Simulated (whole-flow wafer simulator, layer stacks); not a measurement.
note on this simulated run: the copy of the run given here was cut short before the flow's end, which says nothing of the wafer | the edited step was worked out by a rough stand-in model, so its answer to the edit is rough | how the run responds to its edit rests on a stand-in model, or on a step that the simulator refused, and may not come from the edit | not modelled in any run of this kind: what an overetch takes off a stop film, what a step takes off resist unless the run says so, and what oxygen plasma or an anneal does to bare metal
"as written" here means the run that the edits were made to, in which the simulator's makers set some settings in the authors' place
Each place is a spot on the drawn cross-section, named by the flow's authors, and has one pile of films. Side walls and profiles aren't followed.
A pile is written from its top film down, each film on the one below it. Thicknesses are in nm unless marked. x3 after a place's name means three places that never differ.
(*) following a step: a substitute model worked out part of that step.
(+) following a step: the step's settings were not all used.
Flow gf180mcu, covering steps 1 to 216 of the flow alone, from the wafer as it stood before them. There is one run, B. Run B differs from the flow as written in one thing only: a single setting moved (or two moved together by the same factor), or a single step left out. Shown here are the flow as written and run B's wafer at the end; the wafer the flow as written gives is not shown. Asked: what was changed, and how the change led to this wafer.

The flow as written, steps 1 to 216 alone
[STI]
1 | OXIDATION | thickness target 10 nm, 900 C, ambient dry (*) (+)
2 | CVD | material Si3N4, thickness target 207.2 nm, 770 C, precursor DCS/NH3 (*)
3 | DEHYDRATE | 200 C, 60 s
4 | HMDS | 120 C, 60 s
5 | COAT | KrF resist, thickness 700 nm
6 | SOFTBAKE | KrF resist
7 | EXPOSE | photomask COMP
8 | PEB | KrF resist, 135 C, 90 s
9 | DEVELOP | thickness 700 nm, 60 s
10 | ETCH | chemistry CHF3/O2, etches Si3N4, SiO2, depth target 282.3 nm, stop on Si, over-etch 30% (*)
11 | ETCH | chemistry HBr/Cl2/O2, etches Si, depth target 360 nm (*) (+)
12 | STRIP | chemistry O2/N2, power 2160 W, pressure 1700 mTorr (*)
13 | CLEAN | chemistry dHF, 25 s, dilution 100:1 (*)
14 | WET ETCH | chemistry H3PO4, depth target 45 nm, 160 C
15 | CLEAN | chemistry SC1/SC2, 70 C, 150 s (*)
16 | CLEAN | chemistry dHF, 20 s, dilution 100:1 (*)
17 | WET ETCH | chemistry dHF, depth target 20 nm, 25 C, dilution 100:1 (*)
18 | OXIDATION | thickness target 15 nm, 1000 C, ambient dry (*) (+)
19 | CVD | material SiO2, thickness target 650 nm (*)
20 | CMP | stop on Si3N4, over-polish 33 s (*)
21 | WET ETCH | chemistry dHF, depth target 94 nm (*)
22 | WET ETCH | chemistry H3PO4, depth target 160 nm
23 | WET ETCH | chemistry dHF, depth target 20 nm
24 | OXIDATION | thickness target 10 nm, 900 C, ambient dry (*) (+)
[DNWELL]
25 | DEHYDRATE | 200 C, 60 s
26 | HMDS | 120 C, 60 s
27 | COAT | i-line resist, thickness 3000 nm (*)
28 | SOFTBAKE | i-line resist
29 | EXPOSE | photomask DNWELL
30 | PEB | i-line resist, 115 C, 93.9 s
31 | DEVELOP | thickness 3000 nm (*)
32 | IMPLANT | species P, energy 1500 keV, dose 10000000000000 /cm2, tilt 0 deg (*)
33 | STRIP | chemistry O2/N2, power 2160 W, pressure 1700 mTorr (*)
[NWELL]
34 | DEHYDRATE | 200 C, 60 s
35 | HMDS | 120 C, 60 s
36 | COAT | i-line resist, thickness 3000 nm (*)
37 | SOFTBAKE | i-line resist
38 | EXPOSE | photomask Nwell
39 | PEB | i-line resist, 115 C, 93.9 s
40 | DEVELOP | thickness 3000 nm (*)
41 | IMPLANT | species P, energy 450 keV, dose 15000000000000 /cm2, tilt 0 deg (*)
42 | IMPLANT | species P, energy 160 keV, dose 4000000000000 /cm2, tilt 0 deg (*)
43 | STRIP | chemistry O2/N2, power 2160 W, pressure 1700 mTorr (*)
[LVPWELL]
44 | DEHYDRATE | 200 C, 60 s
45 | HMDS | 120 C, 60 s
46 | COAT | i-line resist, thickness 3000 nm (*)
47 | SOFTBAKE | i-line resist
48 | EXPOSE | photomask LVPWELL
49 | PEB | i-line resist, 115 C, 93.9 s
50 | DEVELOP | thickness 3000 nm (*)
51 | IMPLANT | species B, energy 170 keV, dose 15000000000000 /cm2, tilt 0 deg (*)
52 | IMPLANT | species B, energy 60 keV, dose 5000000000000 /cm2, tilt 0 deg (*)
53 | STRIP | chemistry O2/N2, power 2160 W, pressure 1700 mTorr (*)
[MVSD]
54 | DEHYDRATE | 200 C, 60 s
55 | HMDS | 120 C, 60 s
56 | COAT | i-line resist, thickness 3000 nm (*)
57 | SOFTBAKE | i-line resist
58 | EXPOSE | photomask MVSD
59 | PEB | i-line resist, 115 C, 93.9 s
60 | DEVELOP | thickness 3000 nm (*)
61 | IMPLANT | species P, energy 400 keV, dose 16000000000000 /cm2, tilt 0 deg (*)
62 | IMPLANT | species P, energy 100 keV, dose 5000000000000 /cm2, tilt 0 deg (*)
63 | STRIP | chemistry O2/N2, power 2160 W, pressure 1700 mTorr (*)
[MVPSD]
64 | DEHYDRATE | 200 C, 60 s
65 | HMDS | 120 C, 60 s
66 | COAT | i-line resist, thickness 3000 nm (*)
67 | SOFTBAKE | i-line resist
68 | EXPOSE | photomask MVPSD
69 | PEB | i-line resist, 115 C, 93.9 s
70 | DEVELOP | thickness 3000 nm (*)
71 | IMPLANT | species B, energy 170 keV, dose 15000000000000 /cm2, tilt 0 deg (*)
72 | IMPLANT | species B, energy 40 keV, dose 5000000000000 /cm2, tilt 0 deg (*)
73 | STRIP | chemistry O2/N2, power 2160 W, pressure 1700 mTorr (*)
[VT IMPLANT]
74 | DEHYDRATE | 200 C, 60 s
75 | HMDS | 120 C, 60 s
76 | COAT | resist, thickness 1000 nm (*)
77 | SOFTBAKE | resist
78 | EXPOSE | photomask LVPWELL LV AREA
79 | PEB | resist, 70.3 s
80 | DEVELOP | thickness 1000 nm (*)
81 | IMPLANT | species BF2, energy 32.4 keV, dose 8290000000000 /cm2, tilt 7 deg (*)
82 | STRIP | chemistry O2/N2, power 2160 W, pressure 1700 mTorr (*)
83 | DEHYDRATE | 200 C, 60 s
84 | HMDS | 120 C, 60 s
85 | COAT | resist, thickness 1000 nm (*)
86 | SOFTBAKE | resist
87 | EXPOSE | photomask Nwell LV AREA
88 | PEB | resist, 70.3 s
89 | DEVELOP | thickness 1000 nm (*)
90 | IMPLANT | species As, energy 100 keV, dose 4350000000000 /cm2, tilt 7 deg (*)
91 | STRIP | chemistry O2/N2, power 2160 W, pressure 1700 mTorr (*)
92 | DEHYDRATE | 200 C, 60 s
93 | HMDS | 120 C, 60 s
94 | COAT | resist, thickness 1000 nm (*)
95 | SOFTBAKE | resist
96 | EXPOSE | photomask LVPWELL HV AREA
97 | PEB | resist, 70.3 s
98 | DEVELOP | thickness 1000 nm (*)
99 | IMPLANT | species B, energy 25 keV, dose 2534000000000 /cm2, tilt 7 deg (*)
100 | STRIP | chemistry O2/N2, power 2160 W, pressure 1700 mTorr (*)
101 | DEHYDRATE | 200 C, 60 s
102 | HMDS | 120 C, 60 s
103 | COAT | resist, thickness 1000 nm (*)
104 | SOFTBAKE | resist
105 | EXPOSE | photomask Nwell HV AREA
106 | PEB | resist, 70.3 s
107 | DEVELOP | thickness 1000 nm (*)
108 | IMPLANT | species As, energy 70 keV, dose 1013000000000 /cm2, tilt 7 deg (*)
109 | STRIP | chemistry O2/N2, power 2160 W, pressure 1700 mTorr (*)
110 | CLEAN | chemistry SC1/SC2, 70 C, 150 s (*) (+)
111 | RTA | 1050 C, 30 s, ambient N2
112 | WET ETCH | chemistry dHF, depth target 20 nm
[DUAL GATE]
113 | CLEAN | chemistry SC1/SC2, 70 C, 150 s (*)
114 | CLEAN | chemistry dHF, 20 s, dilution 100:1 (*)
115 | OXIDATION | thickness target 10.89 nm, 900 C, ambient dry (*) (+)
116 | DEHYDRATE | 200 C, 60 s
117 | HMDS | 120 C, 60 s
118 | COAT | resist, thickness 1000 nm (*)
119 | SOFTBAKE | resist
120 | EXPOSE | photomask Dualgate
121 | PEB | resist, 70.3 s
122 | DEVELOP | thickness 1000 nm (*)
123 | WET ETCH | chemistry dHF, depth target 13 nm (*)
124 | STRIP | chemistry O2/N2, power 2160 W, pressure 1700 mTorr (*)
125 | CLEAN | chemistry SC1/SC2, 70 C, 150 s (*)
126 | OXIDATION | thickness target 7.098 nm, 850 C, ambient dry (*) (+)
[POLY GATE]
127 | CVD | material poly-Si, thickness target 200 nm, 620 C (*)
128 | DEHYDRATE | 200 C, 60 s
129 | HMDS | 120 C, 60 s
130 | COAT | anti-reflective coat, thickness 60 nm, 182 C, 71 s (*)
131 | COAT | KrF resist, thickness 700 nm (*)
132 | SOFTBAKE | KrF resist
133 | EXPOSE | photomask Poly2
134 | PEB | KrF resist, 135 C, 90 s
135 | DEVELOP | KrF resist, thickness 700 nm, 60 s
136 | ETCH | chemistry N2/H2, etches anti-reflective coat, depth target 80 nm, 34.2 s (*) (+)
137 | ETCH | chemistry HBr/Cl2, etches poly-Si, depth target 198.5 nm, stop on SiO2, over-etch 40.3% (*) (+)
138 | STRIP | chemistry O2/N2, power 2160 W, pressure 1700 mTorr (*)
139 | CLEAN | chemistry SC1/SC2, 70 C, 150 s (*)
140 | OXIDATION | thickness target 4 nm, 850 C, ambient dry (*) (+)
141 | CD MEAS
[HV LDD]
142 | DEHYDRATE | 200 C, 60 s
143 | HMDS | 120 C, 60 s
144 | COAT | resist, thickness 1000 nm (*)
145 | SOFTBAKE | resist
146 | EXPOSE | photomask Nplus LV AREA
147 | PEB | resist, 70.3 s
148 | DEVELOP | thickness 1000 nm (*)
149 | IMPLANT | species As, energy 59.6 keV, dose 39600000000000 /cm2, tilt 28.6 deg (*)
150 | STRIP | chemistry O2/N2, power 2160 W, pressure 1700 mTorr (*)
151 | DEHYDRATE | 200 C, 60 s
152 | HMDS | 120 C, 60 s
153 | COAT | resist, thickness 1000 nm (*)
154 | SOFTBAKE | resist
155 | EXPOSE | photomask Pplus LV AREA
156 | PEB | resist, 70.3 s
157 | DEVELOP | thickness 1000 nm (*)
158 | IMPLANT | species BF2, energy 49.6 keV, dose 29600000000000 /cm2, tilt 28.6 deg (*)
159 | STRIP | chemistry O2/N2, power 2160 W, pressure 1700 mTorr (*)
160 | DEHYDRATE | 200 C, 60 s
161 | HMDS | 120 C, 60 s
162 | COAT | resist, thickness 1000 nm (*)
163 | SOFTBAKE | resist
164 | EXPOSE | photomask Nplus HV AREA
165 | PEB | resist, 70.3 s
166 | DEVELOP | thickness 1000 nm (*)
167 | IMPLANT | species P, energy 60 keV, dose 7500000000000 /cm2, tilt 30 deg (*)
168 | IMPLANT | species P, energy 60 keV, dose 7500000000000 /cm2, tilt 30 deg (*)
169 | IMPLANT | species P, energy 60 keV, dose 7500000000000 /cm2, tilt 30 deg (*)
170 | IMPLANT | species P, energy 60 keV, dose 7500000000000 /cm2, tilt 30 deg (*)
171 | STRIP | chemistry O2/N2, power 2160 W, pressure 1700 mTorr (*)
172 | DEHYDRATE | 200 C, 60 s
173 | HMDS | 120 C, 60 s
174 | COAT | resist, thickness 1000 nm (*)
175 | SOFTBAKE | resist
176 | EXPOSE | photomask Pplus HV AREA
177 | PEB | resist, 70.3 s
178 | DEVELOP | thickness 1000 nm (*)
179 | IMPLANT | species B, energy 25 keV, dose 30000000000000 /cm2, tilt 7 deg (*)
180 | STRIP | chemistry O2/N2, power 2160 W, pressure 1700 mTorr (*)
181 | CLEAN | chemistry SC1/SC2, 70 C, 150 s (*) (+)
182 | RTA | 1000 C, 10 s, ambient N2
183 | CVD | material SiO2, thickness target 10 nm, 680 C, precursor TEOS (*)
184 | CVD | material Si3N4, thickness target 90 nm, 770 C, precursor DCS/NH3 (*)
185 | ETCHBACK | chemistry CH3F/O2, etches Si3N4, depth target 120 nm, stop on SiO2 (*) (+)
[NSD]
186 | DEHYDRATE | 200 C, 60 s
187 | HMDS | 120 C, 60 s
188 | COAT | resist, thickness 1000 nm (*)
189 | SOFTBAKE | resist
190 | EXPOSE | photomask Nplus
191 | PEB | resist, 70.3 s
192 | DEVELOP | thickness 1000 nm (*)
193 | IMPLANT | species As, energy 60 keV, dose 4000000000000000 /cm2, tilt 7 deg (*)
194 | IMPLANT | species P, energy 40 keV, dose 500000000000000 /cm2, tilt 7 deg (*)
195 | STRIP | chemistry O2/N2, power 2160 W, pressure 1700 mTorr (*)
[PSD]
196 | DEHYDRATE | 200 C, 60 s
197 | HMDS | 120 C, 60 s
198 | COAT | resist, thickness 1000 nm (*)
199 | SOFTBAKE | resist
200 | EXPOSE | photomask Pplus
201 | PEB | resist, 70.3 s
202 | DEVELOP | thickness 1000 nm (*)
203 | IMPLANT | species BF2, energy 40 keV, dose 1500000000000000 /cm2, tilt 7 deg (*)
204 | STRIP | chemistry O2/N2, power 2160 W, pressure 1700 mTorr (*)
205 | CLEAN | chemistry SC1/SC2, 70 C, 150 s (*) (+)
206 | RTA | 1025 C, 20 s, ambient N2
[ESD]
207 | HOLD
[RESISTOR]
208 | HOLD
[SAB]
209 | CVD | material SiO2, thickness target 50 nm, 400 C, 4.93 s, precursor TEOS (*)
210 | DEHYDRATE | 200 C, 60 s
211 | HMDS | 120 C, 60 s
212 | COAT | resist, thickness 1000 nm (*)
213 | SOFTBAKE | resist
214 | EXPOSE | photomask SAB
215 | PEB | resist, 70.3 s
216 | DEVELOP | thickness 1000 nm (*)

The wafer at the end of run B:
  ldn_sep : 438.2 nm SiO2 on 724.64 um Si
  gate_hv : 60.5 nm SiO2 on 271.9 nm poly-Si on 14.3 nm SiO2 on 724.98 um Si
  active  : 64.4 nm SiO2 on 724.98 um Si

Cause: step 127, CVD: thickness target 274 nm was run, while the flow as written has thickness target 200 nm.

The path from the change to this, step by step:
  127 | CVD | material poly-Si, thickness target 200 nm, 620 C (*)
      field, field__w1, field__w2 and 89 more: poly-Si gains 274 (new film) (as written it would have been: poly-Si gains 200 (new film))
  137 | ETCH | chemistry HBr/Cl2, etches poly-Si, depth target 198.5 nm, stop on SiO2, over-etch 40.3% (*) (+)
      field__w6, sti, m1 and 11 more: poly-Si loses 272.8 (all of it) (as written it would have been: poly-Si loses 198.8 (all of it), SiO2 loses 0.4)
      field__w1, field__w2, field_sub__w3 and 7 more: poly-Si loses 272.6 (all of it) (as written it would have been: poly-Si loses 198.6 (all of it), SiO2 loses 0.4)
      (as well as at 40 more places)
  144 | COAT | resist, thickness 1000 nm (*)
      polyc_n, polyc_p: resist gains 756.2 (new film) (as written it would have been: resist gains 817.8 (new film))
      field_sub__w4: resist gains 1069.5 (new film) (as written it would have been: resist gains 1047.7 (new film))
      (as well as at 29 more places)
  145 | SOFTBAKE | resist
      field__w1: resist gains 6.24 (as written it would have been: resist gains 4.19)
      field__w2: resist gains 4.23 (as written it would have been: resist gains 2.82)
      (as well as at 73 more places)
  147 | PEB | resist, 70.3 s
      polyc_n, polyc_n_rim, polyc_p, polyc_p_rim: resist loses 11 (as written it would have been: resist loses 12.2)
      ld_gate_n, ld_acc_n, ld_gate_p: resist loses 12.2 (as written it would have been: resist loses 13.2)
      (as well as at 26 more places)
  148 | DEVELOP | thickness 1000 nm (*)
      gate: resist loses 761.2 (all of it) (as written it would have been: resist loses 822.7 (all of it))
      npoly_u: resist loses 761.8 (all of it) (as written it would have been: resist loses 821.5 (all of it))
      (as well as at 3 more places)
  150 | STRIP | chemistry O2/N2, power 2160 W, pressure 1700 mTorr (*)
      field_sub__w4: resist loses 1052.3 (all of it) (as written it would have been: resist loses 1030.9 (all of it))
      gate_hv: resist loses 766.2 (all of it) (as written it would have been: resist loses 824.2 (all of it))
      (as well as at 25 more places)
  153 | COAT | resist, thickness 1000 nm (*)
      polyc_n, polyc_p: resist gains 756.2 (new film) (as written it would have been: resist gains 817.8 (new film))
      field_sub__w4: resist gains 1069.5 (new film) (as written it would have been: resist gains 1047.7 (new film))
      (as well as at 29 more places)
  154 | SOFTBAKE | resist
      field__w1: resist gains 6.24 (as written it would have been: resist gains 4.19)
      field__w2: resist gains 4.23 (as written it would have been: resist gains 2.82)
      (as well as at 73 more places)
  156 | PEB | resist, 70.3 s
      polyc_n, polyc_n_rim, polyc_p, polyc_p_rim: resist loses 11 (as written it would have been: resist loses 12.2)
      ld_gate_n, ld_acc_n, ld_gate_p: resist loses 12.2 (as written it would have been: resist loses 13.2)
      (as well as at 26 more places)
  157 | DEVELOP | thickness 1000 nm (*)
      gate_p: resist loses 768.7 (all of it) (as written it would have been: resist loses 828.7 (all of it))
      ppoly_u: resist loses 769.5 (all of it) (as written it would have been: resist loses 827 (all of it))
      (as well as at 3 more places)
  159 | STRIP | chemistry O2/N2, power 2160 W, pressure 1700 mTorr (*)
      field_sub__w4: resist loses 1052.3 (all of it) (as written it would have been: resist loses 1030.9 (all of it))
      gate: resist loses 761.2 (all of it) (as written it would have been: resist loses 822.7 (all of it))
      (as well as at 25 more places)
  162 | COAT | resist, thickness 1000 nm (*)
      polyc_n, polyc_p: resist gains 756.2 (new film) (as written it would have been: resist gains 817.8 (new film))
      field_sub__w4: resist gains 1069.5 (new film) (as written it would have been: resist gains 1047.7 (new film))
      (as well as at 29 more places)
  163 | SOFTBAKE | resist
      field__w1: resist gains 6.24 (as written it would have been: resist gains 4.19)
      field__w2: resist gains 4.23 (as written it would have been: resist gains 2.82)
      (as well as at 73 more places)
  165 | PEB | resist, 70.3 s
      polyc_n, polyc_n_rim, polyc_p, polyc_p_rim: resist loses 11 (as written it would have been: resist loses 12.2)
      ld_gate_n, ld_acc_n, ld_gate_p: resist loses 12.2 (as written it would have been: resist loses 13.2)
      (as well as at 26 more places)
  166 | DEVELOP | thickness 1000 nm (*)
      gate_hv: resist loses 766.2 (all of it) (as written it would have been: resist loses 824.2 (all of it))
      gate_nat: resist loses 807.7 (all of it) (as written it would have been: resist loses 854.5 (all of it))
      (as well as at 8 more places)
  ... 20 further steps ...
  216 | DEVELOP | thickness 1000 nm (*)
      field__w3, field__w12: resist loses 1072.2 (all of it) (as written it would have been: resist loses 1049.4 (all of it))
      field__w2: resist loses 1058 (all of it) (as written it would have been: resist loses 1035.2 (all of it))
      (as well as at 41 more places)
